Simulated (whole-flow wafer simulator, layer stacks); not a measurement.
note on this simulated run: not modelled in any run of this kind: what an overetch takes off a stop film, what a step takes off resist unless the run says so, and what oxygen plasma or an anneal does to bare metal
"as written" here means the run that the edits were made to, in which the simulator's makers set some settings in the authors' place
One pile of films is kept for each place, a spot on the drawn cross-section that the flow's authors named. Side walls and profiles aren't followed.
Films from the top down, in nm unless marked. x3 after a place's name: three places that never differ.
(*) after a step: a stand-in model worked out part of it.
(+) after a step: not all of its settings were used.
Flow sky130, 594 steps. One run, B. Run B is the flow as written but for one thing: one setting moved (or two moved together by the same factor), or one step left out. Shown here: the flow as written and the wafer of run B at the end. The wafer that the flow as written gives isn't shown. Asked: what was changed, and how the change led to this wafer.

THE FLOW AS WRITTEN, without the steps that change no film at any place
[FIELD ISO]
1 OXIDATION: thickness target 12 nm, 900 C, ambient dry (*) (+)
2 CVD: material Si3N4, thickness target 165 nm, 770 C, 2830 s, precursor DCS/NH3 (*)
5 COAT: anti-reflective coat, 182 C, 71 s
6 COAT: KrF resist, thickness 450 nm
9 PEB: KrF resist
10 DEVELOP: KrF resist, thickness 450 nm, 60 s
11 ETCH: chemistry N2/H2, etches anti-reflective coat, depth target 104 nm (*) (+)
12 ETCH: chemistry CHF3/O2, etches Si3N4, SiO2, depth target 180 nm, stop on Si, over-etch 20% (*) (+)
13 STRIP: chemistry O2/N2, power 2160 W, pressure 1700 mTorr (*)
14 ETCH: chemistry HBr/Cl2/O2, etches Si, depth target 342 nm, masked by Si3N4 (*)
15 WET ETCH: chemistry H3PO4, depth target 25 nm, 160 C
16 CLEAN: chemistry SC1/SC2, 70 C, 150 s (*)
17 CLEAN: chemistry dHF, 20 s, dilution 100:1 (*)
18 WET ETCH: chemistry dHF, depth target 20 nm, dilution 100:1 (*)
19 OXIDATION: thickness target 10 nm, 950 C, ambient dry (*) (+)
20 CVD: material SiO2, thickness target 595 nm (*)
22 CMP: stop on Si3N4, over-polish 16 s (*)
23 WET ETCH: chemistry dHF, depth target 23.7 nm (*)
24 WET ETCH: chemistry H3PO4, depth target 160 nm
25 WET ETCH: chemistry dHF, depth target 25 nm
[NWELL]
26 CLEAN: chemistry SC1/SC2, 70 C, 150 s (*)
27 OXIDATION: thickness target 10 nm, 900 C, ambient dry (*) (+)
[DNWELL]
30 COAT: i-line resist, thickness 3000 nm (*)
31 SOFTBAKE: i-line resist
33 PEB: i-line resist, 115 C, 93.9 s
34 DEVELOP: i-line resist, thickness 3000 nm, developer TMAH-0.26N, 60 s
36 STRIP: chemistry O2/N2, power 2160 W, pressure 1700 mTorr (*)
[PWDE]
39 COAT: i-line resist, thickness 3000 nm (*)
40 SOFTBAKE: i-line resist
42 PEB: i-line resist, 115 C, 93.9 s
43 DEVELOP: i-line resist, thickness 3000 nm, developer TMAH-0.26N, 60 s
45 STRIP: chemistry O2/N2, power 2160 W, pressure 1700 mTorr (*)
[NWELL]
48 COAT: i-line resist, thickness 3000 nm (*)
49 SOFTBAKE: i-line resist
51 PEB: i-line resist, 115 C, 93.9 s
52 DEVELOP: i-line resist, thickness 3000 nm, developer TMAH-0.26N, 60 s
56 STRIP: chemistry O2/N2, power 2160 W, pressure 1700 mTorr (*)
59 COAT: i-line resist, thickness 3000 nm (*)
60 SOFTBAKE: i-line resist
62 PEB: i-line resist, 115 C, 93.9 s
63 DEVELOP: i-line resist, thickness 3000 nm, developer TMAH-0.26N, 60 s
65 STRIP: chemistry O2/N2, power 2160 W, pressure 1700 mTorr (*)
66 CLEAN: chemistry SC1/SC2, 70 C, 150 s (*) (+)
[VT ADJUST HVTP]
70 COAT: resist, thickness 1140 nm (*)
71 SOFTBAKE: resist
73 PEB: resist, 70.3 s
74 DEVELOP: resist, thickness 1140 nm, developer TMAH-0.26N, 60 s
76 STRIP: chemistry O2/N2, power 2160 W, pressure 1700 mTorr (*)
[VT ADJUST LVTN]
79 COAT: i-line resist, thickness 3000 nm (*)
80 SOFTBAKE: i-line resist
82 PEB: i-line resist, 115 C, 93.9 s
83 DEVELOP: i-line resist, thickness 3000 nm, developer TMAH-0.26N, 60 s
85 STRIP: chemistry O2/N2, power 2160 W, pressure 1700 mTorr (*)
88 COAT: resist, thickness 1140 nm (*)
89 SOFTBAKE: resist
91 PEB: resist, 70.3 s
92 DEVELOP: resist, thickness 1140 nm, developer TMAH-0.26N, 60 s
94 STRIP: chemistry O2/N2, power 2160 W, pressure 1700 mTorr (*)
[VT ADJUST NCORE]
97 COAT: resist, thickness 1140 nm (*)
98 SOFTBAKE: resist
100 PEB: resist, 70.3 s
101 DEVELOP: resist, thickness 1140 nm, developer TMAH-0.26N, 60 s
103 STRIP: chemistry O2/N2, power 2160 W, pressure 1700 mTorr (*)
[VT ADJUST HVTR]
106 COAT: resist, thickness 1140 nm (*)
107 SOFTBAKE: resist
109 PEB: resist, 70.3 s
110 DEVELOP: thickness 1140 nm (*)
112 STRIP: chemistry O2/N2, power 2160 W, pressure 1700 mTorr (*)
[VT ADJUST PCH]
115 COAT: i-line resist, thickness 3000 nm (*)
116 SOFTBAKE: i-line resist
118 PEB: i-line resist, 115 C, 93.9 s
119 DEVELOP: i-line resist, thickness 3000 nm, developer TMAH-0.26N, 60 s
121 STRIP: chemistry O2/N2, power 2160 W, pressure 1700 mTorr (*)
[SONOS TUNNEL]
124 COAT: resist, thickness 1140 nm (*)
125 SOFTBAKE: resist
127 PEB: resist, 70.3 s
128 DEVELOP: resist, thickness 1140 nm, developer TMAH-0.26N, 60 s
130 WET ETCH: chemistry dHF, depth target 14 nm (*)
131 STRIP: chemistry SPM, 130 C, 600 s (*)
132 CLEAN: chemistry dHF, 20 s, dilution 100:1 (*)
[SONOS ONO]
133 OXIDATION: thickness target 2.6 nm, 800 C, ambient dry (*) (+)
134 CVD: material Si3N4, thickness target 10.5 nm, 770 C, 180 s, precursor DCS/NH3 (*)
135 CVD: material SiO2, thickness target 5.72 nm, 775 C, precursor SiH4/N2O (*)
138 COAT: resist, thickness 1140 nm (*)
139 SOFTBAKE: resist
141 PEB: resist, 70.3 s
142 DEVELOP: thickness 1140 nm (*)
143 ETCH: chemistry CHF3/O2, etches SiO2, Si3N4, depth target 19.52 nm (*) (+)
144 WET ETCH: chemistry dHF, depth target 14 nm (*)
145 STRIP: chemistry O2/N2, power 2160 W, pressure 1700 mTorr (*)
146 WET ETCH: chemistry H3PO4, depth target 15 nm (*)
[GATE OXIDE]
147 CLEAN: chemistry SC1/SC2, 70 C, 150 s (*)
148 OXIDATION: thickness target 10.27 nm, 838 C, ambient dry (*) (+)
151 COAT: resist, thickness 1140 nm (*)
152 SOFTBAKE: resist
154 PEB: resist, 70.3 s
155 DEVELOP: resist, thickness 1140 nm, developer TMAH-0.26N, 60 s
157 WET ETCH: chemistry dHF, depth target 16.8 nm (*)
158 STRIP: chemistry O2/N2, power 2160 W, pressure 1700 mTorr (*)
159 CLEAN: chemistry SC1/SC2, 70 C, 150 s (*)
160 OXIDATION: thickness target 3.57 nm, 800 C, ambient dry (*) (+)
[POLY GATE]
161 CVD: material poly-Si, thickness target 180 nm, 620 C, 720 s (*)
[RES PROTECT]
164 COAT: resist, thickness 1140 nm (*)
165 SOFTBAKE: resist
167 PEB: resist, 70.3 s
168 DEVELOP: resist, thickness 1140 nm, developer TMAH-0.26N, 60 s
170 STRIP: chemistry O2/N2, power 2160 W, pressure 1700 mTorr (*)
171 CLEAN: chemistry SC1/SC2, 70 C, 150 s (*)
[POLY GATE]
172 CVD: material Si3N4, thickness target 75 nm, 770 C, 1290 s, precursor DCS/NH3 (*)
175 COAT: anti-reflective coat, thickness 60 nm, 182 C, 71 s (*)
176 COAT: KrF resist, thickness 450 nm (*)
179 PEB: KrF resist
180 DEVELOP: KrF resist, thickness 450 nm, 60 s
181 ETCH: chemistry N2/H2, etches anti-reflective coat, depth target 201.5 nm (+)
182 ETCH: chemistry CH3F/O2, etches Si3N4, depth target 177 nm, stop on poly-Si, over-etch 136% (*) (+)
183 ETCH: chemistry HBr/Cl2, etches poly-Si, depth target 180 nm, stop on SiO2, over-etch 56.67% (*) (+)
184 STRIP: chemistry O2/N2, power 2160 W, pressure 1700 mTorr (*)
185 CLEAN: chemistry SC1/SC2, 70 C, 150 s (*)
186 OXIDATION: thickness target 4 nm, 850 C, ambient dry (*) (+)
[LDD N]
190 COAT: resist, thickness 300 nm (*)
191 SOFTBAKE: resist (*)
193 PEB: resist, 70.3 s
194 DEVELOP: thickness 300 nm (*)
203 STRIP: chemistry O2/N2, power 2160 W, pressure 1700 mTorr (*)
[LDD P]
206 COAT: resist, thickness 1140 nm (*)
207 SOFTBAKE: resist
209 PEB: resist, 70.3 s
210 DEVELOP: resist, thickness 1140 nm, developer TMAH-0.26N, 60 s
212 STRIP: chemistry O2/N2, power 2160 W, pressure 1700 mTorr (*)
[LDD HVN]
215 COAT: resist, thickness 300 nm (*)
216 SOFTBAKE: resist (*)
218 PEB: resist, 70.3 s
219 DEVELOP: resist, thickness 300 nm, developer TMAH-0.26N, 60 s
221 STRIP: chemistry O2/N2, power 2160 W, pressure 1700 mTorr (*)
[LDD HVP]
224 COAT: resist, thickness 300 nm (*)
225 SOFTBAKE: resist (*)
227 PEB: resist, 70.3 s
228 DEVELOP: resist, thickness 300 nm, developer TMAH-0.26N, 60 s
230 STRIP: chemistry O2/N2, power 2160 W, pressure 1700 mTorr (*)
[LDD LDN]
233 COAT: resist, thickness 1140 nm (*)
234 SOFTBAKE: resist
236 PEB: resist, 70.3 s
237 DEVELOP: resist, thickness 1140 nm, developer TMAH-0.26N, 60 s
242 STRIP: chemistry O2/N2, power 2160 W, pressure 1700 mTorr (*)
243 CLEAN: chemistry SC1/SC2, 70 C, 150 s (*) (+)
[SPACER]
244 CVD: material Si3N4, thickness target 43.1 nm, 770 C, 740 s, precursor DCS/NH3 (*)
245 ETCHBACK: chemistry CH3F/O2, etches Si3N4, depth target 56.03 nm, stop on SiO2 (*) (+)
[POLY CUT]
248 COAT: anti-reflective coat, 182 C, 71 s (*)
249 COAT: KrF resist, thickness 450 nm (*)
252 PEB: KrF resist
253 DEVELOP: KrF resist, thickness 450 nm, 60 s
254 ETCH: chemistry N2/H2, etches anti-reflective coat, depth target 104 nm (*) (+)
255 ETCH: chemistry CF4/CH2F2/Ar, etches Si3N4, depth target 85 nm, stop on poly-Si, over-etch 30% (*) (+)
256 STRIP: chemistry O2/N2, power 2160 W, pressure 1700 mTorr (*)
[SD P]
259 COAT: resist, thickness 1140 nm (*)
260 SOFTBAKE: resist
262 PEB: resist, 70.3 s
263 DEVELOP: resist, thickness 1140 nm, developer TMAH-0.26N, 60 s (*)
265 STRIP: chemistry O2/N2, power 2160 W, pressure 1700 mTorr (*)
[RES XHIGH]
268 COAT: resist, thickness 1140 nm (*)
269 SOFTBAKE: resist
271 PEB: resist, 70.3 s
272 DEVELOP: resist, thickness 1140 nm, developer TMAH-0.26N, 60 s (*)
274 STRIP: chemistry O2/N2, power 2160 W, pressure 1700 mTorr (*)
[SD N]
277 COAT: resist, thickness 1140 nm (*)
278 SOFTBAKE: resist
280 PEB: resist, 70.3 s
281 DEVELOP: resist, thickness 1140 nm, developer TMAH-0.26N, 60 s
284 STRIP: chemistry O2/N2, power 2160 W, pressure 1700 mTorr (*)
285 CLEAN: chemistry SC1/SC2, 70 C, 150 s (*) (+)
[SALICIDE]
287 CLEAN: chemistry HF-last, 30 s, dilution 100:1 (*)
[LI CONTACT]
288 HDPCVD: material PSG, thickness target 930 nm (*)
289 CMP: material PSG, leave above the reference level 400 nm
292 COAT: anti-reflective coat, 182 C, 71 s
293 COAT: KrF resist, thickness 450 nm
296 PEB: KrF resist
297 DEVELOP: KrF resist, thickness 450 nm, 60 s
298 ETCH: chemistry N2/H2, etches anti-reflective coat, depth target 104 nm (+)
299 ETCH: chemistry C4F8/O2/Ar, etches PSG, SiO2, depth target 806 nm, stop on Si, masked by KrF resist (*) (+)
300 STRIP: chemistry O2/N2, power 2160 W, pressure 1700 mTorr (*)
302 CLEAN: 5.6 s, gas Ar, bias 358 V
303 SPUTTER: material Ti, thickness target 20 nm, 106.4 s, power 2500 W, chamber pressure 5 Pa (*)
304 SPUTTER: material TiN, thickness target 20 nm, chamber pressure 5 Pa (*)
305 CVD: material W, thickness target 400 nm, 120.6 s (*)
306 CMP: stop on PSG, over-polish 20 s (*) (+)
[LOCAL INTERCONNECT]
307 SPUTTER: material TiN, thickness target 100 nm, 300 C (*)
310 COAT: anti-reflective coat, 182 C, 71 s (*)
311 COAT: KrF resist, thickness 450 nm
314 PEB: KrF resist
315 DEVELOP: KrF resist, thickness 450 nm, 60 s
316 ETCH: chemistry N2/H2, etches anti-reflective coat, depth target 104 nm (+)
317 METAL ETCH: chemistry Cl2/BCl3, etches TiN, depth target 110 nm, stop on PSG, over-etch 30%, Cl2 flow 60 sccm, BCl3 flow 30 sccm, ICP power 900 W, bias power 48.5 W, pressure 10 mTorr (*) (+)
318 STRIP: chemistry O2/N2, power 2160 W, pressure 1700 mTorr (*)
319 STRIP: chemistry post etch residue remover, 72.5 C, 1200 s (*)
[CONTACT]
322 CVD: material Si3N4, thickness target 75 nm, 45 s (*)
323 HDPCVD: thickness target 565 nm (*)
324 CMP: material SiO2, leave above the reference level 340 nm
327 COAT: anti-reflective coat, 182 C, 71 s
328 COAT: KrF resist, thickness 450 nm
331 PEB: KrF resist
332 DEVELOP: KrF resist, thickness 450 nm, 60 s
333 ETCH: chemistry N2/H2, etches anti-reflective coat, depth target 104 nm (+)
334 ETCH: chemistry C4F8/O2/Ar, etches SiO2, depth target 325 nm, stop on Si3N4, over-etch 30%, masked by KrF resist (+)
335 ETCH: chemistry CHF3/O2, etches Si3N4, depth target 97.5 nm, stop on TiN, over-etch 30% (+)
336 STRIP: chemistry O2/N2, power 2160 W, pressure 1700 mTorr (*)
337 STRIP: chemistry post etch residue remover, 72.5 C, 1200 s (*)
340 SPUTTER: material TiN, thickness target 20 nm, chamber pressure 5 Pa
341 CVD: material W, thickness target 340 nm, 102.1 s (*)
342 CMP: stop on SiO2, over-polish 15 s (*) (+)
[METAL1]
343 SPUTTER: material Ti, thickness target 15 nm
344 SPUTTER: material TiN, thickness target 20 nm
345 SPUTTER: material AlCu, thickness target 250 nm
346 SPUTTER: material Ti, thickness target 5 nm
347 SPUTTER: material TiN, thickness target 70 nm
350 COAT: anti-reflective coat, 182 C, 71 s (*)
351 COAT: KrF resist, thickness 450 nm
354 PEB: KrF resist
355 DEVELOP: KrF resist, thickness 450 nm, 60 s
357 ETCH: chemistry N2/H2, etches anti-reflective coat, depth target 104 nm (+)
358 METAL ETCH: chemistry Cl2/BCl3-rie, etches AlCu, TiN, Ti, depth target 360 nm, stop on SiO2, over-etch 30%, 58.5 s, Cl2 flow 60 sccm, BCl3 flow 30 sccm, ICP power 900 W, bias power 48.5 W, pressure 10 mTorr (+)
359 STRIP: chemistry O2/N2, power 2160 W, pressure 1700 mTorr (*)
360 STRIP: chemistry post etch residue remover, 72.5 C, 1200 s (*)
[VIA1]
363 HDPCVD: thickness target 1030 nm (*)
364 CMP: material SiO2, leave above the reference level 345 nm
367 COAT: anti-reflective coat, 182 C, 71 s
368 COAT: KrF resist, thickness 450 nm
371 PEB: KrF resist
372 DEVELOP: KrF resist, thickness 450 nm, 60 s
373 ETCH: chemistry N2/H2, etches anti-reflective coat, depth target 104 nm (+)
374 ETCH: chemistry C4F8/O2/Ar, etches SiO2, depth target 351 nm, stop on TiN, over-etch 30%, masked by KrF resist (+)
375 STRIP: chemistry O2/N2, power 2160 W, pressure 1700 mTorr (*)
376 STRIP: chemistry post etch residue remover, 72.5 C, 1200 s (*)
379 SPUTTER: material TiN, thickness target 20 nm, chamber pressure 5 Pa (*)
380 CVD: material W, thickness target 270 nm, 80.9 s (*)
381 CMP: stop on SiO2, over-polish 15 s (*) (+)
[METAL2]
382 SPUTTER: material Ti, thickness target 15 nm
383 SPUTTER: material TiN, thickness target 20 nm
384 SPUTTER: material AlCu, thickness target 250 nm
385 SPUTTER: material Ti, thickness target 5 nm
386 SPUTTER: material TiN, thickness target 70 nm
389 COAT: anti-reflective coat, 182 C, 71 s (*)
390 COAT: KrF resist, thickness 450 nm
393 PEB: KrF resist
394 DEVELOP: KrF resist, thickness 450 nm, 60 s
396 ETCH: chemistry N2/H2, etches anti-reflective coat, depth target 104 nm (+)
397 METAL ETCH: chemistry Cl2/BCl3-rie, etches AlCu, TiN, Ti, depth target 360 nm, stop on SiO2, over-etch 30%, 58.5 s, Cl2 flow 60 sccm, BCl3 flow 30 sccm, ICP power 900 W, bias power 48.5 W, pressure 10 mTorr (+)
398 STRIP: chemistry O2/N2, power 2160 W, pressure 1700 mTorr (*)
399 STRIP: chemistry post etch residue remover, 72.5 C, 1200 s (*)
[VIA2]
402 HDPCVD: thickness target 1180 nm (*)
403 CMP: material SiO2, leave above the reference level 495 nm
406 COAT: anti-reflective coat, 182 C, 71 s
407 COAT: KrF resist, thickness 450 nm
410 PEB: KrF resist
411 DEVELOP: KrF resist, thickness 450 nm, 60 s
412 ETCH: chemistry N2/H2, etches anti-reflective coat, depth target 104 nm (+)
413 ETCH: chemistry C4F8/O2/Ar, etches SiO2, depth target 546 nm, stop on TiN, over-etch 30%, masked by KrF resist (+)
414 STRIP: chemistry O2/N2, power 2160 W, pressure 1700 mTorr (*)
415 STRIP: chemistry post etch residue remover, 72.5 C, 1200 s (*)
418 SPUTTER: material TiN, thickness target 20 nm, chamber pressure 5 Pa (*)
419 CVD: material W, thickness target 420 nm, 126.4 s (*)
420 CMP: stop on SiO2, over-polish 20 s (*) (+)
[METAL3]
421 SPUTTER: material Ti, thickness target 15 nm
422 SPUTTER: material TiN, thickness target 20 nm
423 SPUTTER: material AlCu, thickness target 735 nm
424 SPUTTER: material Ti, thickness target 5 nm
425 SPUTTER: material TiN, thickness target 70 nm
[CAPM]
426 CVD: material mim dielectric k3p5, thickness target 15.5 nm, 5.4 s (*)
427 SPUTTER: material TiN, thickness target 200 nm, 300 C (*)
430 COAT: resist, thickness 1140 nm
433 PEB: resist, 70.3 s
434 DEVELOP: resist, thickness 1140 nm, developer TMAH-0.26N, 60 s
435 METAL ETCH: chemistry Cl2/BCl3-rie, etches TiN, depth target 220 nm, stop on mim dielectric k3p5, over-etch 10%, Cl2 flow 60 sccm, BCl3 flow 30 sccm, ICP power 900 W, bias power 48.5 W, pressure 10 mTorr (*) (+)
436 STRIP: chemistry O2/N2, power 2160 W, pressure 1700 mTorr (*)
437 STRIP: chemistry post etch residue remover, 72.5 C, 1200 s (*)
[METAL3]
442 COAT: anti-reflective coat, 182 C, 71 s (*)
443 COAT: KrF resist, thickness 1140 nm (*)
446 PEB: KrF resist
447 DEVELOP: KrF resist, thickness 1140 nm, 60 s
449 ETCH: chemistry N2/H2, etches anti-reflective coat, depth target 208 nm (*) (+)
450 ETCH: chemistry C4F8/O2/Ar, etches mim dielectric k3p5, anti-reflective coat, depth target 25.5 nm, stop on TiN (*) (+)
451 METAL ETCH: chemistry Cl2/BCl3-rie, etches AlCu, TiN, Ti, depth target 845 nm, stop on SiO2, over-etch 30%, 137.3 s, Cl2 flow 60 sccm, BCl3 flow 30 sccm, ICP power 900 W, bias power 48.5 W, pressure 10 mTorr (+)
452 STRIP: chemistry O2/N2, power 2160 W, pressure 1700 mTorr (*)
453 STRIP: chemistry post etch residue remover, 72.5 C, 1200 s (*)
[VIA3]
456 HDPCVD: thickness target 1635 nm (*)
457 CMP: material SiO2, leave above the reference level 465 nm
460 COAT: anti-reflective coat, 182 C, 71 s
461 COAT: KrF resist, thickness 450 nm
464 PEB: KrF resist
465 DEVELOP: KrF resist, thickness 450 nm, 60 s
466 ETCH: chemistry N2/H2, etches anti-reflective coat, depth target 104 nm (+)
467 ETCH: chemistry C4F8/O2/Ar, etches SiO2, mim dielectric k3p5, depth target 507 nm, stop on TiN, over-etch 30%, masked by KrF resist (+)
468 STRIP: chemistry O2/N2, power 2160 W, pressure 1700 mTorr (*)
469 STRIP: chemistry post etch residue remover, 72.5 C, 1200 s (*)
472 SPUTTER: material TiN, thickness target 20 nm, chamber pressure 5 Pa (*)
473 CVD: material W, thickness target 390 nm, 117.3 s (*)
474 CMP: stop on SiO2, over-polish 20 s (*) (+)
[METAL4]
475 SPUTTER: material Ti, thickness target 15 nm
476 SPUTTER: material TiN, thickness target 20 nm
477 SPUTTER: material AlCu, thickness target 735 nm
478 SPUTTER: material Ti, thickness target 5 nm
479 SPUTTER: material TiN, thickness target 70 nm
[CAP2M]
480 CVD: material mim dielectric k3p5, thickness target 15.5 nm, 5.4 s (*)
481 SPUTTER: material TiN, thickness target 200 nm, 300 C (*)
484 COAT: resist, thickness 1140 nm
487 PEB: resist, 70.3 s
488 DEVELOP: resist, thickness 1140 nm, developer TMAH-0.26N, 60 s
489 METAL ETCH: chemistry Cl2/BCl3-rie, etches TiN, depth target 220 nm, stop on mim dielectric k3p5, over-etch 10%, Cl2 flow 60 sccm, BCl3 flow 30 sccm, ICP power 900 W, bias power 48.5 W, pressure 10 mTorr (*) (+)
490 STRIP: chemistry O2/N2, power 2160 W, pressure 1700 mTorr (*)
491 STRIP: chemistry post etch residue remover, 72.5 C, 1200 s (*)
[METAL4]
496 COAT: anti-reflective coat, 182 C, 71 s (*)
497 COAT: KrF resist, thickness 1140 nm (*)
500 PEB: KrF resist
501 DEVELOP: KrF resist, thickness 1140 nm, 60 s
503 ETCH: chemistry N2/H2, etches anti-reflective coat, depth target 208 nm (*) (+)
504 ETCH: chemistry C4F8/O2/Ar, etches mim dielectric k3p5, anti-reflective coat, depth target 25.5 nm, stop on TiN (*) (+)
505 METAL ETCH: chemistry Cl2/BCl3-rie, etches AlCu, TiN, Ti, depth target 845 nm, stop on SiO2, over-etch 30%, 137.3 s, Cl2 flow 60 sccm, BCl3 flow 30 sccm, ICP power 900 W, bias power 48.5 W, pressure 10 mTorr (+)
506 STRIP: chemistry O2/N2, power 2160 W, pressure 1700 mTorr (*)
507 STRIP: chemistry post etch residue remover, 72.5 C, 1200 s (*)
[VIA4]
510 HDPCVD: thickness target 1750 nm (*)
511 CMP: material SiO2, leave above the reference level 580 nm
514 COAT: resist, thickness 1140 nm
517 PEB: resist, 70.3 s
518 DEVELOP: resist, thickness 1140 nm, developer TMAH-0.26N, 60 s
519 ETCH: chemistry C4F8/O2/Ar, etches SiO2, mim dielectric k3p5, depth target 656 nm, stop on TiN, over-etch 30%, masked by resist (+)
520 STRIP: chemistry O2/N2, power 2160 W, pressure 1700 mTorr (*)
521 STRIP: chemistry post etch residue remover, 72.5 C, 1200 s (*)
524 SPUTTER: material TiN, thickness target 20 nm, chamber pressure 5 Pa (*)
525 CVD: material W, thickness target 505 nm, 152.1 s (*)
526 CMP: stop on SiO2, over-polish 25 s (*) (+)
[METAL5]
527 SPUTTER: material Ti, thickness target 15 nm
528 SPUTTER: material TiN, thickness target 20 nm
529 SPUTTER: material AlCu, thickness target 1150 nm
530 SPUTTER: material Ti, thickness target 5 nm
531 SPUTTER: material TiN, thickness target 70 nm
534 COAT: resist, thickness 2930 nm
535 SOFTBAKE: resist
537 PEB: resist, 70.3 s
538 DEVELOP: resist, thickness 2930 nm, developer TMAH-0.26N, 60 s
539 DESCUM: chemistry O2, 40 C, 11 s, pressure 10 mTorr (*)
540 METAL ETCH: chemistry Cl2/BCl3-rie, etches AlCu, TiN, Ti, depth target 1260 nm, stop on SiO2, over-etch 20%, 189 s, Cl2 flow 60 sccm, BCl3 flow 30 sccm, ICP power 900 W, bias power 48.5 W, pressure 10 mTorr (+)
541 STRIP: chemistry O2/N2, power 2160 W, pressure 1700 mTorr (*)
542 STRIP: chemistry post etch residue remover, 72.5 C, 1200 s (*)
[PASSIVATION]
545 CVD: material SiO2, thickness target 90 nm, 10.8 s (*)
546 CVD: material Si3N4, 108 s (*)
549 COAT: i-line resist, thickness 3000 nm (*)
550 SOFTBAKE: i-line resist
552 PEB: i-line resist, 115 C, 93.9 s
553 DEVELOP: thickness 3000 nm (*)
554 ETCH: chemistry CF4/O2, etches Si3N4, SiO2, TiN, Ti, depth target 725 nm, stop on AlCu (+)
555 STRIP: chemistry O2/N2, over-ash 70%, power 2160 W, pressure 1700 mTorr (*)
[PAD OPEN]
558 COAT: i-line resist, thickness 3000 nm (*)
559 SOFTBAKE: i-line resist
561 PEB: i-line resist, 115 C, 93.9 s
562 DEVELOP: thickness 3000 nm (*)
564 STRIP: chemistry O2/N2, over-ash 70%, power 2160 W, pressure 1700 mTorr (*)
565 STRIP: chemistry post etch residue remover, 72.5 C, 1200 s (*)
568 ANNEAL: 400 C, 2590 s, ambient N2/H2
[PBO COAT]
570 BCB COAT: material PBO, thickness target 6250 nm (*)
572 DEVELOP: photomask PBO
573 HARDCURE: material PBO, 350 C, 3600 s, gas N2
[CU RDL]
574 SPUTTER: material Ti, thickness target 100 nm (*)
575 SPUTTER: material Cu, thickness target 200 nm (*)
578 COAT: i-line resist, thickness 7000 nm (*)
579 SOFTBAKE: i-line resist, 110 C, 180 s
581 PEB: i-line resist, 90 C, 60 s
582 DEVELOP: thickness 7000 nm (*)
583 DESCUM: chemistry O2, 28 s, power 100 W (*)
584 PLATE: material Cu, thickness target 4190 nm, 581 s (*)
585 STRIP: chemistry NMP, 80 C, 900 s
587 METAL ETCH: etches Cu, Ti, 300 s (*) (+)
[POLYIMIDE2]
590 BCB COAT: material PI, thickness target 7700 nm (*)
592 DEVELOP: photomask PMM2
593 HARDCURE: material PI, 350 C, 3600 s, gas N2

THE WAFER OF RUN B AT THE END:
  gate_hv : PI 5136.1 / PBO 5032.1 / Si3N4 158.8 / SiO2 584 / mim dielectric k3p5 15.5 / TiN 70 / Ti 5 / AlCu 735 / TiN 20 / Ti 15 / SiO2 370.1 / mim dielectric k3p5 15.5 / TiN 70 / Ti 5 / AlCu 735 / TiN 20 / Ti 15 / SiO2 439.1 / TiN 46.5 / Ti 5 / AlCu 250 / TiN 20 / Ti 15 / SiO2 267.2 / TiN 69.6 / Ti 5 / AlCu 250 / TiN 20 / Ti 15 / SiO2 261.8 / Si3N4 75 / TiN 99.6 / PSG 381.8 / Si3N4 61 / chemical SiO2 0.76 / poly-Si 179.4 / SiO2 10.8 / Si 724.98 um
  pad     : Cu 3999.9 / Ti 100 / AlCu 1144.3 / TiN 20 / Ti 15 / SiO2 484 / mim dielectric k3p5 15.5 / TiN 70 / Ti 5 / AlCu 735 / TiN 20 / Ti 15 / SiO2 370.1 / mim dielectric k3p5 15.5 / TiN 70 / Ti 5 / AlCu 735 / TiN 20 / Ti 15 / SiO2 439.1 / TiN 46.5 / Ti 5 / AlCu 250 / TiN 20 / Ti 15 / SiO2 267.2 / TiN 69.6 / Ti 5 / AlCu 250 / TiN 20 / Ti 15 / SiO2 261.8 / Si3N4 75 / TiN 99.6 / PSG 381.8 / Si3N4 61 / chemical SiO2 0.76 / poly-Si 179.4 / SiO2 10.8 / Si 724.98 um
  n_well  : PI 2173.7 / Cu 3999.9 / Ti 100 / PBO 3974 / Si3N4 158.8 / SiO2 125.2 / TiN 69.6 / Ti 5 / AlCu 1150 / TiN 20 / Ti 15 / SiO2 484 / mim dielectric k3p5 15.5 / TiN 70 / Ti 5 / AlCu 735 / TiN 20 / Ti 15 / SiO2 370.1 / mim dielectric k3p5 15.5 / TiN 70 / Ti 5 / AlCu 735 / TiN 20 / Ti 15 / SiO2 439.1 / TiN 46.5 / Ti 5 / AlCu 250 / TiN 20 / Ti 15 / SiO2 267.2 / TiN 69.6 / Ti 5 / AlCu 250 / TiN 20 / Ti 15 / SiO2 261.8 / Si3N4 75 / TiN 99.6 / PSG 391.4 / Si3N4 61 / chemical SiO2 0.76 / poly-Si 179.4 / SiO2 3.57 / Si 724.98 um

The cause: step 386, SPUTTER: thickness target 46.9 nm was run, where the flow has thickness target 70 nm.

How the change led to this, step by step:
  386 SPUTTER: material TiN, thickness target 70 nm
      field, active, n_well and 188 more: TiN +46.9 (new film) (as written it would be: TiN +70 (new film))
  397 METAL ETCH: chemistry Cl2/BCl3-rie, etches AlCu, TiN, Ti, depth target 360 nm, stop on SiO2, over-etch 30%, 58.5 s, Cl2 flow 60 sccm, BCl3 flow 30 sccm, ICP power 900 W, bias power 48.5 W, pressure 10 mTorr (+)
      field, active, gate and 82 more: TiN -45.6 (all of it), Ti -5 (all of it), AlCu -250 (all of it), TiN -20 (all of it), Ti -15 (all of it), SiO2 -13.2 (as written it would be: TiN -68.7 (all of it), Ti -5 (all of it), AlCu -250 (all of it), TiN -20 (all of it), Ti -15 (all of it), SiO2 -10.9)
  403 CMP: material SiO2, leave above the reference level 495 nm
      n_well, p_well, gate_hv and 101 more: SiO2 -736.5 (as written it would be: SiO2 -759.6)
      m1, via1_hole: SiO2 -736 (as written it would be: SiO2 -759.1)
  413 ETCH: chemistry C4F8/O2/Ar, etches SiO2, depth target 546 nm, stop on TiN, over-etch 30%, masked by KrF resist (+)
      m1: SiO2 -443.4 (all of it) (as written it would be: SiO2 -420.3 (all of it))
      via2_hole: SiO2 -442.9 (all of it) (as written it would be: SiO2 -419.8 (all of it))
  419 CVD: material W, thickness target 420 nm, 126.4 s (*)
      m1: W +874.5 (new film) (as written it would be: W +851.1 (new film))
      via2_hole: W +874.1 (new film) (as written it would be: W +850.7 (new film))
